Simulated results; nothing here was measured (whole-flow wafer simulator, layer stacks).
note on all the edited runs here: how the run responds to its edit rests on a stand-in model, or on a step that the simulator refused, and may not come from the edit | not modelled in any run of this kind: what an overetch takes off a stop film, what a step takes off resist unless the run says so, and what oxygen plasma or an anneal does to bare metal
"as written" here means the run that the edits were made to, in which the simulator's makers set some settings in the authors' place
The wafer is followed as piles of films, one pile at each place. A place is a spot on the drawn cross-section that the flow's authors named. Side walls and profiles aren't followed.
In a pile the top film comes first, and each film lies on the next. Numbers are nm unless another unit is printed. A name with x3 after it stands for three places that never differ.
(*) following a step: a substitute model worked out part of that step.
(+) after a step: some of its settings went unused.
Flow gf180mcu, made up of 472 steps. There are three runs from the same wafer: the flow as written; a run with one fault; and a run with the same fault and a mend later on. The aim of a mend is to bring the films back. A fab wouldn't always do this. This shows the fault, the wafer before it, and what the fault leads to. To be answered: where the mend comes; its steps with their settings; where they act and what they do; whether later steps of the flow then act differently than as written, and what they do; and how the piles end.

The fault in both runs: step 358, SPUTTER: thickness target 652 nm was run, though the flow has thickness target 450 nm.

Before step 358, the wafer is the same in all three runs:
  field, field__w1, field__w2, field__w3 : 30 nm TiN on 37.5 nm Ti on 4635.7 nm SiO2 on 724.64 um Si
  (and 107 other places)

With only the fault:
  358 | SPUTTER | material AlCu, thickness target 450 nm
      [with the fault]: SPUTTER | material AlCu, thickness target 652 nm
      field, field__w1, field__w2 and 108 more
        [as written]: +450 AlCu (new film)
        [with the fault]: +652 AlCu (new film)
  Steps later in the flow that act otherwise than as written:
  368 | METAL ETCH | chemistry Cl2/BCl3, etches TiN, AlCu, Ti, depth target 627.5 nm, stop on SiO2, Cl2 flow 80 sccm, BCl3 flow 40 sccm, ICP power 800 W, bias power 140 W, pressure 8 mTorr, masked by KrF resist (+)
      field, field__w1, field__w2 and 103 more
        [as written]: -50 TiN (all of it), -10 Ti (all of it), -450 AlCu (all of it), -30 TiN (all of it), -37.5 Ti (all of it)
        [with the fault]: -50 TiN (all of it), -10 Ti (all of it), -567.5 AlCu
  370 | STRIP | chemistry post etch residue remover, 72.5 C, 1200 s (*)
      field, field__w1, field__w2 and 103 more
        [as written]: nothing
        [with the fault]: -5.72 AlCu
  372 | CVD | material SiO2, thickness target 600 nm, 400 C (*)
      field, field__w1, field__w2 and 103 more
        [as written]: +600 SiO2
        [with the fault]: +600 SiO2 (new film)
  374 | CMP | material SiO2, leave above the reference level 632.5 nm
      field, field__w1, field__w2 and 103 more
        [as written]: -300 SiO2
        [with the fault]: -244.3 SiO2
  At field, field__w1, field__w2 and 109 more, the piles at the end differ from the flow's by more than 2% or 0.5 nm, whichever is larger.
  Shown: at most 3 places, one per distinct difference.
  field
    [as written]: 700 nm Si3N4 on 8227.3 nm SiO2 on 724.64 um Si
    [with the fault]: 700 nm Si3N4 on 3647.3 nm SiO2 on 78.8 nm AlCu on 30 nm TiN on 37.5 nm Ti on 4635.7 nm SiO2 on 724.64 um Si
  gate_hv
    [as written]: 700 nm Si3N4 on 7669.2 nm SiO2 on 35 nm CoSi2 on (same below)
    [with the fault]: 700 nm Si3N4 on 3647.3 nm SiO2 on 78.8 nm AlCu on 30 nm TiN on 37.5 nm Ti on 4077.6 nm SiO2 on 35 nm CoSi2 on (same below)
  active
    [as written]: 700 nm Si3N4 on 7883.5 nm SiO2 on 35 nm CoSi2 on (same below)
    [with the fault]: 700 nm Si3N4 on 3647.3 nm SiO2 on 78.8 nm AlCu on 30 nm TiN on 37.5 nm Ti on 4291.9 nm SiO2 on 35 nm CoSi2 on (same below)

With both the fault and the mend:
  The mend follows step 367.
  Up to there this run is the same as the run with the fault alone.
  368 | METAL ETCH | chemistry Cl2/BCl3, etches TiN, AlCu, Ti, depth target 829.5 nm, stop on SiO2, Cl2 flow 80 sccm, BCl3 flow 40 sccm, ICP power 800 W, bias power 140 W, pressure 8 mTorr, masked by KrF resist (+) (the flow's step 368; as written it has depth target 627.5 nm)
      field, field__w1, field__w2 and 103 more
        -50 TiN (all of it), -10 Ti (all of it), -652 AlCu (all of it), -30 TiN (all of it), -37.5 Ti (all of it)
      field__w8, contact, m1, m1__w1, m1_nw
        -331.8 KrF resist
  Steps later in the flow that act otherwise than as written:
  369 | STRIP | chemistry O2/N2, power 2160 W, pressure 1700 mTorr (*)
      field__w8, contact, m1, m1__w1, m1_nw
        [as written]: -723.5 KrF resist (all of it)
        [with the mend]: -642.7 KrF resist (all of it)
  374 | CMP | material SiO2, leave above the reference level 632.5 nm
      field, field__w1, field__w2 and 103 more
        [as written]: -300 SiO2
        [with the mend]: -98 SiO2
  At field, field__w1, field__w2 and 109 more, the piles at the end differ from the flow's by more than 2% or 0.5 nm, whichever is larger.
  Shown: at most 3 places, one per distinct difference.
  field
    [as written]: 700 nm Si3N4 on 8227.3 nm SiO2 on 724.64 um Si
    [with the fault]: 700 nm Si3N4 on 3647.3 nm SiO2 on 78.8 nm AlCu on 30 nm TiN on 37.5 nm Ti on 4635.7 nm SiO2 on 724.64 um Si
    [with the mend]: 700 nm Si3N4 on 8429.3 nm SiO2 on 724.64 um Si
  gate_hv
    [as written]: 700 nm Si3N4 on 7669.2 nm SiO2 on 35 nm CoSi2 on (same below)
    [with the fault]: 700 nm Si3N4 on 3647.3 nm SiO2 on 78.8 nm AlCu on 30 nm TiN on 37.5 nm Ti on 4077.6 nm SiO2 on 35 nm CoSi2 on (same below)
    [with the mend]: 700 nm Si3N4 on 7871.2 nm SiO2 on 35 nm CoSi2 on (same below)
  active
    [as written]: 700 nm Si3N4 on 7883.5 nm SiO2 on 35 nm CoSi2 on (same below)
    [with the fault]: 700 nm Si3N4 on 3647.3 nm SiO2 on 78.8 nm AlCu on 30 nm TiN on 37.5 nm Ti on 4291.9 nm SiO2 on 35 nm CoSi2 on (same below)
    [with the mend]: 700 nm Si3N4 on 8085.5 nm SiO2 on 35 nm CoSi2 on (same below)
